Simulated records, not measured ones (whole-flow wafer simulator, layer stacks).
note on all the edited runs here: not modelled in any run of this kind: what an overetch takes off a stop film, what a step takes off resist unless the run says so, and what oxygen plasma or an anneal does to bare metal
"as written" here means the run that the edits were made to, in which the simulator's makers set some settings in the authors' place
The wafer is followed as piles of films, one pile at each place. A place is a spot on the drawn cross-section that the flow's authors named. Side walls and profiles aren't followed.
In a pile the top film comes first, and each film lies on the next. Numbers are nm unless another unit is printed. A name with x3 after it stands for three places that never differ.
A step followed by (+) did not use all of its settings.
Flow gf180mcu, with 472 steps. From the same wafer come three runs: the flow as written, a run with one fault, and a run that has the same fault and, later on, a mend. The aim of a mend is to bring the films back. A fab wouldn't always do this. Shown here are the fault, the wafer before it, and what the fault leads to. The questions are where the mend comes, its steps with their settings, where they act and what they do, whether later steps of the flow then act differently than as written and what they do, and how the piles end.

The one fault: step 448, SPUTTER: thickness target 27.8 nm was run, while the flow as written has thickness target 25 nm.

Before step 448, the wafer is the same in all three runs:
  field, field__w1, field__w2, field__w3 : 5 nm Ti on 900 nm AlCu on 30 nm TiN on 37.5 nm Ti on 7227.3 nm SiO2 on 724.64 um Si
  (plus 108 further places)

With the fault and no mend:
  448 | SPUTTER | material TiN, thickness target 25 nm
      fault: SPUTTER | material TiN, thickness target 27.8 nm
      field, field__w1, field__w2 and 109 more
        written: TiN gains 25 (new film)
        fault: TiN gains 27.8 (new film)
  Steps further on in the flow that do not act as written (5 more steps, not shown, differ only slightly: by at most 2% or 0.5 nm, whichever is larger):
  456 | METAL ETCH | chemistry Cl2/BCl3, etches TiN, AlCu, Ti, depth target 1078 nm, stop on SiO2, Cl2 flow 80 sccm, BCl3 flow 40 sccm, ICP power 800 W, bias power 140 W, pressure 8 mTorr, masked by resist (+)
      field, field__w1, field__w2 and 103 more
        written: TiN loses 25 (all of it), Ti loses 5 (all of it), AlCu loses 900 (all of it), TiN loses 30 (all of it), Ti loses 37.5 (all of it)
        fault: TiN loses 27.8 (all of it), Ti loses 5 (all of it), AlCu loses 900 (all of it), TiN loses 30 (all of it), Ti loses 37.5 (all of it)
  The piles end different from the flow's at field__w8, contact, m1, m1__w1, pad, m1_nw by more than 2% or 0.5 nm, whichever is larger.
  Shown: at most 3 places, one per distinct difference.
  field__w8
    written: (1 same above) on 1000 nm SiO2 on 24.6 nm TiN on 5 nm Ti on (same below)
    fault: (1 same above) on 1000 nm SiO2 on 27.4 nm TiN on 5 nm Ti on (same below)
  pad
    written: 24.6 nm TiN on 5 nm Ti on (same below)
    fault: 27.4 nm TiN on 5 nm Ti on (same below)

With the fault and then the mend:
  The mend stands after step 448.
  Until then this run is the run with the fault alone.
  448a | METAL ETCH | chemistry Cl2/BCl3, etches TiN, AlCu, Ti, depth target 2.8 nm, Cl2 flow 80 sccm, BCl3 flow 40 sccm, ICP power 800 W, bias power 140 W, pressure 8 mTorr (the flow's step 260 again, with other settings)
      field, field__w1, field__w2 and 109 more
        TiN loses 2.8
  None of the later steps of the flow acts differently than as written at any place that is followed.
  At every place that both follow, the piles at the end match the flow's.
